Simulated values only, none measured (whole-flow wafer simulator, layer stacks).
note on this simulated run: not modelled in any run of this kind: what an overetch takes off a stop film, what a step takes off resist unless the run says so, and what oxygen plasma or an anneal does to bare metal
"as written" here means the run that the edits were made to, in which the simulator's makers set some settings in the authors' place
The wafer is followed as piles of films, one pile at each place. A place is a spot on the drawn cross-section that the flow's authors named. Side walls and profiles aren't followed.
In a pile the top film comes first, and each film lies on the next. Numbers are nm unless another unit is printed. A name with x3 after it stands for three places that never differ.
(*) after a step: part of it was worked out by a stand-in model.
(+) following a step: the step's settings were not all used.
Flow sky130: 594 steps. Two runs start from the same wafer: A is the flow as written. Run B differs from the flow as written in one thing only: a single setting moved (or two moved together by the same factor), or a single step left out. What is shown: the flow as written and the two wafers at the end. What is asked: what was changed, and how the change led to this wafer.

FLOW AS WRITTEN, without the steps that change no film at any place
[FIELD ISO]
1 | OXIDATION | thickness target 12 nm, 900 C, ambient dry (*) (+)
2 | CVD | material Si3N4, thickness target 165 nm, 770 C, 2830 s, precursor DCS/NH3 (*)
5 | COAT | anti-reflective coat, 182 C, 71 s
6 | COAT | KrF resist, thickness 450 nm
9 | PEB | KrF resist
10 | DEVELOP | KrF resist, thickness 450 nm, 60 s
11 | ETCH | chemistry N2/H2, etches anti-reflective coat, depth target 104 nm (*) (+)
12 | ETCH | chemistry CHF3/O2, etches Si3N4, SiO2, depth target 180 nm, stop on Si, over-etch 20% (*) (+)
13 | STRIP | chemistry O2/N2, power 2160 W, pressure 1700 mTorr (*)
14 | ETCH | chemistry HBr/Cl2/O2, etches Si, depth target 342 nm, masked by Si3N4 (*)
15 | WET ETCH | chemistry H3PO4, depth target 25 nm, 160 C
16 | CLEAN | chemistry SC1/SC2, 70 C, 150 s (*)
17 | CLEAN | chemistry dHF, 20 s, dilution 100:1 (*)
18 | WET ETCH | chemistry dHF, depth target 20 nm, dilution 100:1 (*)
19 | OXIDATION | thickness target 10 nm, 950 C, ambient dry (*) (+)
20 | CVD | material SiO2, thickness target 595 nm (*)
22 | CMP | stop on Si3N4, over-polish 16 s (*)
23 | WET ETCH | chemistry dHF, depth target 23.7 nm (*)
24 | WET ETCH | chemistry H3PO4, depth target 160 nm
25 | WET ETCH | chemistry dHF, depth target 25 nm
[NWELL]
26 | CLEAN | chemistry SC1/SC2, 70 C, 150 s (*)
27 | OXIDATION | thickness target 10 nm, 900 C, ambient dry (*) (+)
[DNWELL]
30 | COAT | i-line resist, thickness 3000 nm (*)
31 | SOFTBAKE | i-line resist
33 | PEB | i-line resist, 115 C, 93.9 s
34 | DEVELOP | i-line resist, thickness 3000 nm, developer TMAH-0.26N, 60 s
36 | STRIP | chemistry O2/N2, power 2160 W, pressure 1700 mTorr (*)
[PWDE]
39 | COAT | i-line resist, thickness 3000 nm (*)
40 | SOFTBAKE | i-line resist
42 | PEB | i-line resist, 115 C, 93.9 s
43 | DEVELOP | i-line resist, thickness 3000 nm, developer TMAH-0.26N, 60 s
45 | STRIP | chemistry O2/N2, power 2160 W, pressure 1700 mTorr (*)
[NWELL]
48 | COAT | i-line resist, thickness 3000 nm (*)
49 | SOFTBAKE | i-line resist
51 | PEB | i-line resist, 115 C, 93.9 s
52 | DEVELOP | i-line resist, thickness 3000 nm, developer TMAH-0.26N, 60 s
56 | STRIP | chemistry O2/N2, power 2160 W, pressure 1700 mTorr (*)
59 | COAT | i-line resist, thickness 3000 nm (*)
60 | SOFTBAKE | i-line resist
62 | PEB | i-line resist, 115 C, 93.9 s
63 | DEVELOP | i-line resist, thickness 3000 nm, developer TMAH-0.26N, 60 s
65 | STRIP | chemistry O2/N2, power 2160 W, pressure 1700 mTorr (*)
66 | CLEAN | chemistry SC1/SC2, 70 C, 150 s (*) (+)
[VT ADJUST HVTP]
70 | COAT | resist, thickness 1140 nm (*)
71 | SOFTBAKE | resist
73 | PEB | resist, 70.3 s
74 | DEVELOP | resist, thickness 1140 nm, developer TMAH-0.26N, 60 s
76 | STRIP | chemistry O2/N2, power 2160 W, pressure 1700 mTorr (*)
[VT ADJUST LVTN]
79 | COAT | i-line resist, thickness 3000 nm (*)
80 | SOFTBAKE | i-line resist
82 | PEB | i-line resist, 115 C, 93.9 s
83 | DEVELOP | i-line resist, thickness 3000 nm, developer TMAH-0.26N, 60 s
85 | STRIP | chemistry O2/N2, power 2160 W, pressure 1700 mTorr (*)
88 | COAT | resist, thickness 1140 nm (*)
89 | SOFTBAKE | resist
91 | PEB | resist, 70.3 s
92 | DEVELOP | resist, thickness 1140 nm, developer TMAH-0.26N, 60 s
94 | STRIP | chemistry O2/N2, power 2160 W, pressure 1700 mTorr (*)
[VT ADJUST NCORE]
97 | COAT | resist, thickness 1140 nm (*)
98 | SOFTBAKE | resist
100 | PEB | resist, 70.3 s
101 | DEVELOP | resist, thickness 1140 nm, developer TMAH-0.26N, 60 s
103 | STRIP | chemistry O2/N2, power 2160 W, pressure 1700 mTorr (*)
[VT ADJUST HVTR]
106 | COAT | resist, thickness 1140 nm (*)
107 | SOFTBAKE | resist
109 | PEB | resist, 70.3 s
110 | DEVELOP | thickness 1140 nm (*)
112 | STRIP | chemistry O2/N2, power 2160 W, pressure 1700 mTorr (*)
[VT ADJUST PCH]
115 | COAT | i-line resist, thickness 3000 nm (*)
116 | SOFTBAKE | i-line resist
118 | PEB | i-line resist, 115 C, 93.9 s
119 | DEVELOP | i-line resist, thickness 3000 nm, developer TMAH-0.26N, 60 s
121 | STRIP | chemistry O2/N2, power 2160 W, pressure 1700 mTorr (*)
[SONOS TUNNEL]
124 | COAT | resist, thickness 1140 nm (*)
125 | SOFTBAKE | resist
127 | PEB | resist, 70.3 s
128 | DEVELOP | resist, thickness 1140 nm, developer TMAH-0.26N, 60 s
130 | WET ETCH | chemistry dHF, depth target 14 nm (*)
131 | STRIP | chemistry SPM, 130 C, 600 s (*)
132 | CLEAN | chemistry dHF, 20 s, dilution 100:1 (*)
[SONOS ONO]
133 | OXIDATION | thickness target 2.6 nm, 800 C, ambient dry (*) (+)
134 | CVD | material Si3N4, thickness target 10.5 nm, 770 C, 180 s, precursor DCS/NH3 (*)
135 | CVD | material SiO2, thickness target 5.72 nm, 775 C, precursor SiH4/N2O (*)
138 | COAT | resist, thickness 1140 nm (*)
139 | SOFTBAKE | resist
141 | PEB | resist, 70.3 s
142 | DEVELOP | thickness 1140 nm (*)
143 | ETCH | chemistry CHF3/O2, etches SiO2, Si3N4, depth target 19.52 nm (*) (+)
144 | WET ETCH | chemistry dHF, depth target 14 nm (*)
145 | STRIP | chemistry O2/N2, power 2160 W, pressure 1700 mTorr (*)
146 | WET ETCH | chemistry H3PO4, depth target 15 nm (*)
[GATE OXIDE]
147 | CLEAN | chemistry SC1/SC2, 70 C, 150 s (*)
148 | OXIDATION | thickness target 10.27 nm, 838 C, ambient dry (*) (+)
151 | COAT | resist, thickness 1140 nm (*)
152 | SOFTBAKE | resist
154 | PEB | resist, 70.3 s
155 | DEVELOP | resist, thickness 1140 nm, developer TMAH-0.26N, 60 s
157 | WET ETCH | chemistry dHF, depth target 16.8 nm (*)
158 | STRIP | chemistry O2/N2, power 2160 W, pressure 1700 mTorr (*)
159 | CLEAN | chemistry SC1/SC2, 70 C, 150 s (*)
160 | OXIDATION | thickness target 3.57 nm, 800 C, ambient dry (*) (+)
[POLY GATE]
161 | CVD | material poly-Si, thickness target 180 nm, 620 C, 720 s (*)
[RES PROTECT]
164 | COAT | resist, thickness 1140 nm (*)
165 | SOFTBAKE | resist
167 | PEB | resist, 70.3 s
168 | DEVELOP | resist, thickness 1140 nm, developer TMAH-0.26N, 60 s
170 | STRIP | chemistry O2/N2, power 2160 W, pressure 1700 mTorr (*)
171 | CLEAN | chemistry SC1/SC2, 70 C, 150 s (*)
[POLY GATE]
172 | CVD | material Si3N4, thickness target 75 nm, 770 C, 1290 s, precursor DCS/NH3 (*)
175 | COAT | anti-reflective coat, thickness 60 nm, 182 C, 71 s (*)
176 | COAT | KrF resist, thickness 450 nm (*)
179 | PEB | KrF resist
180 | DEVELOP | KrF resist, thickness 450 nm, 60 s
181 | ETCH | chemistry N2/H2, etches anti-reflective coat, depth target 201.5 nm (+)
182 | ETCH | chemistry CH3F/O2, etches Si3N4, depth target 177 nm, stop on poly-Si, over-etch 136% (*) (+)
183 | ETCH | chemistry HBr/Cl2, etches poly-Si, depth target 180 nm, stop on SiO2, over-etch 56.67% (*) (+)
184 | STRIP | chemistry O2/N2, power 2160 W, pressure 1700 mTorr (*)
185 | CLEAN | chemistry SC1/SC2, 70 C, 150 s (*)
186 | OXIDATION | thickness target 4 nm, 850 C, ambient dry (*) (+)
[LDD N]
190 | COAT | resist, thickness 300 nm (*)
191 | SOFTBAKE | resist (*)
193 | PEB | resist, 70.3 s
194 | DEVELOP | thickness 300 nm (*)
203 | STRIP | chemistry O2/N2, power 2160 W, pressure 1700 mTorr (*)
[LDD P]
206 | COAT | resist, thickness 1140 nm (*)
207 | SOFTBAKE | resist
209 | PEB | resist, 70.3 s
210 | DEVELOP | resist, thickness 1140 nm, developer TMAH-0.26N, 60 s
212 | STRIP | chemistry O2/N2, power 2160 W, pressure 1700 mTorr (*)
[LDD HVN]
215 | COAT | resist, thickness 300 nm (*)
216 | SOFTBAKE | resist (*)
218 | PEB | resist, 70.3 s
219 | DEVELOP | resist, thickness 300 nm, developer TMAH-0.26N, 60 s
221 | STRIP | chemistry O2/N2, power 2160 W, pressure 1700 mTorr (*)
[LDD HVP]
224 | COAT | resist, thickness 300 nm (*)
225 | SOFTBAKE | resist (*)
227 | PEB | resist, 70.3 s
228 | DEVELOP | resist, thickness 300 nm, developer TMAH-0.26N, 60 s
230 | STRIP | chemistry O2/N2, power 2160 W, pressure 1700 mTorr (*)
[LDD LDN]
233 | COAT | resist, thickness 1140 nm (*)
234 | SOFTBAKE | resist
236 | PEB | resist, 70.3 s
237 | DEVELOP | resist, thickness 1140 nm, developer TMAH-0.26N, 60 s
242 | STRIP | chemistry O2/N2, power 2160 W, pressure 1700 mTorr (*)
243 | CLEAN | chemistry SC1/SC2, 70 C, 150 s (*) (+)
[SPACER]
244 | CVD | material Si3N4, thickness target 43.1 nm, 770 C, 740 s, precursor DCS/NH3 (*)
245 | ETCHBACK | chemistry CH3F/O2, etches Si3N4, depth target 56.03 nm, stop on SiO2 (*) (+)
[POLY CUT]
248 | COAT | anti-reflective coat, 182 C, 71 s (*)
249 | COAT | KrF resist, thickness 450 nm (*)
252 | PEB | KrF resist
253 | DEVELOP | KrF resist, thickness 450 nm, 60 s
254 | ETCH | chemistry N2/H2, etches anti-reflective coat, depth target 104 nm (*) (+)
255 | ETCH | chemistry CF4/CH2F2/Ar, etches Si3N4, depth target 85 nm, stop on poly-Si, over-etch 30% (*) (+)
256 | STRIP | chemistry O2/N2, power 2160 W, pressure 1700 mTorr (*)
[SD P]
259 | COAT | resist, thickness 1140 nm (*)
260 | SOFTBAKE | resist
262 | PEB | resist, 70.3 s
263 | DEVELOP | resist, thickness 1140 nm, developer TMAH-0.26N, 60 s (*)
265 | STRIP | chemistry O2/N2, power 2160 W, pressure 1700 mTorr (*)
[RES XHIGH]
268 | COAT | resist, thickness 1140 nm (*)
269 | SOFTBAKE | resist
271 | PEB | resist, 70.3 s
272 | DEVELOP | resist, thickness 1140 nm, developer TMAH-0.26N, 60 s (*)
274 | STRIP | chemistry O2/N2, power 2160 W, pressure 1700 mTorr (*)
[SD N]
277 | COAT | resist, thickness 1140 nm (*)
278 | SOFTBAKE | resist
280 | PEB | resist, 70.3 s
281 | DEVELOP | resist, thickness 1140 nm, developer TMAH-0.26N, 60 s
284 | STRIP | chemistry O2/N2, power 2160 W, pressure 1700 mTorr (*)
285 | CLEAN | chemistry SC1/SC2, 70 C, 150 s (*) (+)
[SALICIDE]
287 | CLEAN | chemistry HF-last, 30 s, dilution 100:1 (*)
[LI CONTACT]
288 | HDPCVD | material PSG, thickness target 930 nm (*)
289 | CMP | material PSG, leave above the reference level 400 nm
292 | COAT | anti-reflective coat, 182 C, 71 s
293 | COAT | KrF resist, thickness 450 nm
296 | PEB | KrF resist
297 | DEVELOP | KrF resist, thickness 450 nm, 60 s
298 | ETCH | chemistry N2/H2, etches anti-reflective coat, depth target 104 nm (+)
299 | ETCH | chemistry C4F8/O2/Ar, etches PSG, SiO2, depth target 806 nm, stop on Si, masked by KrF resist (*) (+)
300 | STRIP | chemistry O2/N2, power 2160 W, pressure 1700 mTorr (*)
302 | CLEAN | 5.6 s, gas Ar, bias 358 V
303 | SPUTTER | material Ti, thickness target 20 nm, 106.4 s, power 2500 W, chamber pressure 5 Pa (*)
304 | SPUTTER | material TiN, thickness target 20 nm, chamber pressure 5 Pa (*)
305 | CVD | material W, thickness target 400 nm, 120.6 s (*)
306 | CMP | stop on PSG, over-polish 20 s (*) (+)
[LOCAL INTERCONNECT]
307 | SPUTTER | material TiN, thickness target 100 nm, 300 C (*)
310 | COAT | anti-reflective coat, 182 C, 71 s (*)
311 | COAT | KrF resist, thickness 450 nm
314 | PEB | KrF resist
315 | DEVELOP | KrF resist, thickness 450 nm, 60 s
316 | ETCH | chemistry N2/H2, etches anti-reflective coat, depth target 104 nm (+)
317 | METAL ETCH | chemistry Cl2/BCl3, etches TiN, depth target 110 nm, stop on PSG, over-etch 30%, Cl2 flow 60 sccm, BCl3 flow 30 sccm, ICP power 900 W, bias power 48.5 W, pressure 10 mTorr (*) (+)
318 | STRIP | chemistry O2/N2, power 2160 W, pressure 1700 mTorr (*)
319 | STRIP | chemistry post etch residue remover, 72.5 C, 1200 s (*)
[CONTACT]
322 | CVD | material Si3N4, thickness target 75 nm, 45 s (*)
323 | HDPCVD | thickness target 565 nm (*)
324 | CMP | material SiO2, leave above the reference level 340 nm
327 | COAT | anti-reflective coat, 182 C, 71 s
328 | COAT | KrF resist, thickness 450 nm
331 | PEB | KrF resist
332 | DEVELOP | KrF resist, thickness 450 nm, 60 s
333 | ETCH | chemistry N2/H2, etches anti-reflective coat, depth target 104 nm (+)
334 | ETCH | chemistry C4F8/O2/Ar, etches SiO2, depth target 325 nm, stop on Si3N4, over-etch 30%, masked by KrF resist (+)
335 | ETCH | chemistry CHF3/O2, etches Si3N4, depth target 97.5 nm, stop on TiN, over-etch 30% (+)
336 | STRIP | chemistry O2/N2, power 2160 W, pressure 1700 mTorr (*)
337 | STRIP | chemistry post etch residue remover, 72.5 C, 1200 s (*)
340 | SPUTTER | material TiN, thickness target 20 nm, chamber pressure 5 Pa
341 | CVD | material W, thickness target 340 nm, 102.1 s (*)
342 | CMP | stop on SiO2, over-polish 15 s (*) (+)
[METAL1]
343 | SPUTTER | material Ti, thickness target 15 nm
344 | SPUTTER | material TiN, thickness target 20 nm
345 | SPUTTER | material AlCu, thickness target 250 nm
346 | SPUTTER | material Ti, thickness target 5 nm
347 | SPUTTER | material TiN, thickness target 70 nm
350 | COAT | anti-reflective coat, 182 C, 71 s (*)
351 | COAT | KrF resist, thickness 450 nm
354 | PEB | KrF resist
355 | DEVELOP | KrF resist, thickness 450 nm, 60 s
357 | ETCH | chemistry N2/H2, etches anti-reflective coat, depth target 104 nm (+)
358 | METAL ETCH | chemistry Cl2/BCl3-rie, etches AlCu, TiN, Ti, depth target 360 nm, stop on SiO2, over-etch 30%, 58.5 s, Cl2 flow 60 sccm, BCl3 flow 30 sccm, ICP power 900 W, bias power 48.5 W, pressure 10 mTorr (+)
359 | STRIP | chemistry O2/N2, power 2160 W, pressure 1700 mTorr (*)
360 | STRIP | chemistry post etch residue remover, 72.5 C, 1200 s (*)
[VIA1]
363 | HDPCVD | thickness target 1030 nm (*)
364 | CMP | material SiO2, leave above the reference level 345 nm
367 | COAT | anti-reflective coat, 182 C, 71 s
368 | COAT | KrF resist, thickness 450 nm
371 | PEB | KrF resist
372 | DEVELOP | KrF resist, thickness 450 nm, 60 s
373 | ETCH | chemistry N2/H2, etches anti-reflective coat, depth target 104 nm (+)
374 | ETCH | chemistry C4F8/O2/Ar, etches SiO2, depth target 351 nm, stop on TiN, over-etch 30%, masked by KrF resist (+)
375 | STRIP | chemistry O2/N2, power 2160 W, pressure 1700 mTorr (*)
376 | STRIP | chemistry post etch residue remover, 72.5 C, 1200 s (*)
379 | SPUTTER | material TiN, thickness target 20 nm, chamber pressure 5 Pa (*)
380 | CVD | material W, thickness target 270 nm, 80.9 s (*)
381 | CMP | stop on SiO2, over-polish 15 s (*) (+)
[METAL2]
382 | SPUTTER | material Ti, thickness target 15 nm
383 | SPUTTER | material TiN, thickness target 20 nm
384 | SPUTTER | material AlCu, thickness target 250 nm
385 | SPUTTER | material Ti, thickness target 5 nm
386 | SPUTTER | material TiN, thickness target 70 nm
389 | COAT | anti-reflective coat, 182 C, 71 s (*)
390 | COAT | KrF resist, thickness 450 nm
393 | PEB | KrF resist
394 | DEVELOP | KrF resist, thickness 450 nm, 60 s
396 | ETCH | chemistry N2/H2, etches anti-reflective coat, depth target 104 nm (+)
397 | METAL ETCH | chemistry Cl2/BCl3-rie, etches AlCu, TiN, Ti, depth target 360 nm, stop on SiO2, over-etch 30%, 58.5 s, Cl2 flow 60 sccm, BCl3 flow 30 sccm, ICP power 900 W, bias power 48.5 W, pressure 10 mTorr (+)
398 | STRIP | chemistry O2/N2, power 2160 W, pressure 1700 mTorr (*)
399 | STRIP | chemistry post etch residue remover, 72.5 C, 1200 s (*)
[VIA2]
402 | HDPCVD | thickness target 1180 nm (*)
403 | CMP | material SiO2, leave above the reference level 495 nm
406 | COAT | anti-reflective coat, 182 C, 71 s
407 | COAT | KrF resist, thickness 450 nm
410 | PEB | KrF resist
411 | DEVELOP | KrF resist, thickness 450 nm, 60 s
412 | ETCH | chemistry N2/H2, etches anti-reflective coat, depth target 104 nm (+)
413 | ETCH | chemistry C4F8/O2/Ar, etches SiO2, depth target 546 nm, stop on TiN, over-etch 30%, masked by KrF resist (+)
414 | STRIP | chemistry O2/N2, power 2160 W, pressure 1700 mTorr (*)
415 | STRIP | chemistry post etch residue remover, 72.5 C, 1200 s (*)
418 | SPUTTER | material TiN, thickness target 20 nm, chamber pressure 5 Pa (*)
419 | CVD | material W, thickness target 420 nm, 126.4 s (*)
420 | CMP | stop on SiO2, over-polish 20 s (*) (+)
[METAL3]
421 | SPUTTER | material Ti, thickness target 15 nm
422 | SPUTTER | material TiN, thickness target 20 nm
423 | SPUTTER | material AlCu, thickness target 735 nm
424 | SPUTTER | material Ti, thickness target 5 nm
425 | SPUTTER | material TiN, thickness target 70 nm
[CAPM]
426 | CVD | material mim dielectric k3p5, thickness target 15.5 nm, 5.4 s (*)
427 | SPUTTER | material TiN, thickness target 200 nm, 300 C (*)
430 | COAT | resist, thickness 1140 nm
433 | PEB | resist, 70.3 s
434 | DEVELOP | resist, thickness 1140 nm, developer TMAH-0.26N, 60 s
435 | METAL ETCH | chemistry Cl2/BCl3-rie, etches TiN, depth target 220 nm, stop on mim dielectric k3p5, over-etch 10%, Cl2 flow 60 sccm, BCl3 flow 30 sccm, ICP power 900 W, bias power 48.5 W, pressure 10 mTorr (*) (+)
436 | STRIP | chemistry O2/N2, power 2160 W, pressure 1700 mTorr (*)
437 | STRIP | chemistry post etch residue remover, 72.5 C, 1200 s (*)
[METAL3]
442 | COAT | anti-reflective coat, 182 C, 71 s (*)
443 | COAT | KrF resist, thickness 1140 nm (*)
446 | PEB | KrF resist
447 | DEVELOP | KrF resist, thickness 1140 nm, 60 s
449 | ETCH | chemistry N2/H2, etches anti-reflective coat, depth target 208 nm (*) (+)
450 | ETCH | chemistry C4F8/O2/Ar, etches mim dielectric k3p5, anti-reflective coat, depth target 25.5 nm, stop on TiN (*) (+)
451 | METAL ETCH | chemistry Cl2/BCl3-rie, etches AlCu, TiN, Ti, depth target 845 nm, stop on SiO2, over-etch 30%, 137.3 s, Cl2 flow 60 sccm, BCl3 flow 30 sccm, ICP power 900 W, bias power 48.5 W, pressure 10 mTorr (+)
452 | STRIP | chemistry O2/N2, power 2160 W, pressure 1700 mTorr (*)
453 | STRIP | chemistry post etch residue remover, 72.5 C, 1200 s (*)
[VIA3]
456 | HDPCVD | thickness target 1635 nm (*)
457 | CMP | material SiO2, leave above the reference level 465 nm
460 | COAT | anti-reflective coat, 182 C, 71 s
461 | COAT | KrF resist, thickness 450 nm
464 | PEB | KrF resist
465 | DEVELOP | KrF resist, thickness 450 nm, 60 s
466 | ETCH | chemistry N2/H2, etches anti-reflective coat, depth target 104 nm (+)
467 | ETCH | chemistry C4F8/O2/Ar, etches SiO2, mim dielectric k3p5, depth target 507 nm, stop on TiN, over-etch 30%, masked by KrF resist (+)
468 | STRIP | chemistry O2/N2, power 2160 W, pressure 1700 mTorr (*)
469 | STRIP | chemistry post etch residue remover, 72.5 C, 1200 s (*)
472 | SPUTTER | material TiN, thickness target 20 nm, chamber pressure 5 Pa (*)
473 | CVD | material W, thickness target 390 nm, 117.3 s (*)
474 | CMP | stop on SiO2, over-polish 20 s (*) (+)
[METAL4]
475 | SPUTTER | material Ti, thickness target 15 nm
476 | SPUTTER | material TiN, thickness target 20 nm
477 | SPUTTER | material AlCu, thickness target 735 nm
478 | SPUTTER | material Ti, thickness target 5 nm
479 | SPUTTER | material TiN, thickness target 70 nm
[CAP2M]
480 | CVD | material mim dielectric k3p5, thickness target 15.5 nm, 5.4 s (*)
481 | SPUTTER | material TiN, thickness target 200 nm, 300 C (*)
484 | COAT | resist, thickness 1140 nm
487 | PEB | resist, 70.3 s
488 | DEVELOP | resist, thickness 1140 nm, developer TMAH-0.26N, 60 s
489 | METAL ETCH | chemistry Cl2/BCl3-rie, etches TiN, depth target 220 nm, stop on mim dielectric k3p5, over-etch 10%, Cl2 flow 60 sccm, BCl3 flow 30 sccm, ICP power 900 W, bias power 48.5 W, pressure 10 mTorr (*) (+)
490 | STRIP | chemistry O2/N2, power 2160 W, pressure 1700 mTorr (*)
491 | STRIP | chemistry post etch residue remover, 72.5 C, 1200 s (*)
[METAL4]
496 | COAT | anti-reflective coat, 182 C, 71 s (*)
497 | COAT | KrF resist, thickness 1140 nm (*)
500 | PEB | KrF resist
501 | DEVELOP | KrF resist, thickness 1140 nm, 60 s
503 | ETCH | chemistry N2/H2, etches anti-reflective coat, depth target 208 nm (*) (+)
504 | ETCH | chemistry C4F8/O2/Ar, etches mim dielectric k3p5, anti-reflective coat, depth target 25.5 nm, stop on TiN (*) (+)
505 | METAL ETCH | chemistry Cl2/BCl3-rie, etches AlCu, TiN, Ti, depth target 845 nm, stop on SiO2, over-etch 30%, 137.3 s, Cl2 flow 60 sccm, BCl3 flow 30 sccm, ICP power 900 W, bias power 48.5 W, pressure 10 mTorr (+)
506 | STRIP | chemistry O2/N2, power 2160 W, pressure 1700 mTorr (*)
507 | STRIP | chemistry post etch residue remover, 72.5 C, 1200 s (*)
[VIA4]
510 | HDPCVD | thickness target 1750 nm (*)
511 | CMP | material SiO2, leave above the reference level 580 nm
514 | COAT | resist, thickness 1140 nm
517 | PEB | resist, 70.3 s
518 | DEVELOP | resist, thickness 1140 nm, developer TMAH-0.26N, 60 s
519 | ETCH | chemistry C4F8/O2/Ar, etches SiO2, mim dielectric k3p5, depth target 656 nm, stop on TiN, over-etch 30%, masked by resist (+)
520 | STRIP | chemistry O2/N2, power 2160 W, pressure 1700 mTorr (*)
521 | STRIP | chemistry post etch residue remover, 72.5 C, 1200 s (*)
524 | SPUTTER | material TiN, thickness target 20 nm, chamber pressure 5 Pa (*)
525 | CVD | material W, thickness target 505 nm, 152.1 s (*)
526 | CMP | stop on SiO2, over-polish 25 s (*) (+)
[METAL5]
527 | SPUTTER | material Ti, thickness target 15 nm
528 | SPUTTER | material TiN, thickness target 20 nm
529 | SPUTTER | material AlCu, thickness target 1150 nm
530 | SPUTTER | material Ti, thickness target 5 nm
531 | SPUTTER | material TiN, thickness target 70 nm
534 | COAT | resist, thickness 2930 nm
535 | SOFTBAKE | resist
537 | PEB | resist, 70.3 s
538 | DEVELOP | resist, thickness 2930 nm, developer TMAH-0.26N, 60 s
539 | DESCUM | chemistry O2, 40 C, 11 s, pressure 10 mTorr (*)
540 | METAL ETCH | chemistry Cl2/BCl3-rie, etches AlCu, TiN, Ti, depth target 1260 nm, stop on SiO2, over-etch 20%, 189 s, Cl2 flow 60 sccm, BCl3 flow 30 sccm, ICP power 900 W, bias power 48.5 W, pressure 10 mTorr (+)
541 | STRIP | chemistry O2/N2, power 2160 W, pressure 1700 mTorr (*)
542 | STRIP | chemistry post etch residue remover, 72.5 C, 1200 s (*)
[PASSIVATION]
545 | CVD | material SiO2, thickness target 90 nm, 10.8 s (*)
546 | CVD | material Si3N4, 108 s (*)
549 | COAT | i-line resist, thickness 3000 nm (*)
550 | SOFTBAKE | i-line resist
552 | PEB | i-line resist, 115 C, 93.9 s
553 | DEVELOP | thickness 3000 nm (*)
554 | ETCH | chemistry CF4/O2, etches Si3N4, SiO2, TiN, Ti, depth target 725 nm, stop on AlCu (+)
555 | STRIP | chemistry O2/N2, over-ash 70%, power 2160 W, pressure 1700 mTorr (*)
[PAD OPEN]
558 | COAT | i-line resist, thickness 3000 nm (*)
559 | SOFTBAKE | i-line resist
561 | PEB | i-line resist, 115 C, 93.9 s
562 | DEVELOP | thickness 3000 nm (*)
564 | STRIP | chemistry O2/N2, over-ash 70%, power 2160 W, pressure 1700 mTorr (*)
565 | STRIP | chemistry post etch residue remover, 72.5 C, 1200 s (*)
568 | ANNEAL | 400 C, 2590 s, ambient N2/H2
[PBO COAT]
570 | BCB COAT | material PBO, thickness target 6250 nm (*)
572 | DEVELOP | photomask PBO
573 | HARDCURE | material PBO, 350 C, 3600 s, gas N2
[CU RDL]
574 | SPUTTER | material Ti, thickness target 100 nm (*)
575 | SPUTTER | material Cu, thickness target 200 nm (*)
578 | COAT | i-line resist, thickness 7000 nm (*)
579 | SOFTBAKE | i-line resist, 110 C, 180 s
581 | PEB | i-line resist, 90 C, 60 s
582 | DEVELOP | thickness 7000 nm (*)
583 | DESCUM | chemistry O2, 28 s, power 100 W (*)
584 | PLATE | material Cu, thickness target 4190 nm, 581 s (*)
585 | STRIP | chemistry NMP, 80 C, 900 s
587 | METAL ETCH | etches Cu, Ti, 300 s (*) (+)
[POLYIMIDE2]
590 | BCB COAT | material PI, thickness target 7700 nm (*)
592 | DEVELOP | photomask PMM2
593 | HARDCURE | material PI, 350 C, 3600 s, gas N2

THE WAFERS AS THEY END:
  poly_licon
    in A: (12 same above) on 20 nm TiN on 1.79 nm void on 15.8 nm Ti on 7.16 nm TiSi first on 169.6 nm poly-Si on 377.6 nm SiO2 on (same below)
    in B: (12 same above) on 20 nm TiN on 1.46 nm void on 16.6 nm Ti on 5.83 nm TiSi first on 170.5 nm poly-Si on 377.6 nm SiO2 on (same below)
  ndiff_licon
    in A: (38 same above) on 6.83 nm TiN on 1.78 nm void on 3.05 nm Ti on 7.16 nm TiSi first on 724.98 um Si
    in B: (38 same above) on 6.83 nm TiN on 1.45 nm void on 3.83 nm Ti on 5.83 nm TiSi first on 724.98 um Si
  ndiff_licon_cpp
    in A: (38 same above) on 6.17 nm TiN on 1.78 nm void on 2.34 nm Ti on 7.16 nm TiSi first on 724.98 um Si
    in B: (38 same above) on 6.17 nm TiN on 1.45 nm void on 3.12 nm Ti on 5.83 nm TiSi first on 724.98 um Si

The reason: step 568, ANNEAL: 1295 s was run, though the flow has 2590 s.

The path from the change to this, step by step:
  568 | ANNEAL | 400 C, 2590 s, ambient N2/H2
      poly_licon, rpo_hd_licon: A under 11 films: +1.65 void (new film), -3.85 Ti, +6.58 TiSi first (new film), -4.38 poly-Si | B under 11 films: +1.28 void (new film), -2.98 Ti, +5.1 TiSi first (new film), -3.4 poly-Si
      ndiff_licon, ndiff_licon_cpp: A under 37 films: +1.63 void (new film), -3.85 Ti, +6.58 TiSi first (new film), -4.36 Si | B under 37 films: +1.26 void (new film), -2.98 Ti, +5.1 TiSi first (new film), -3.38 Si
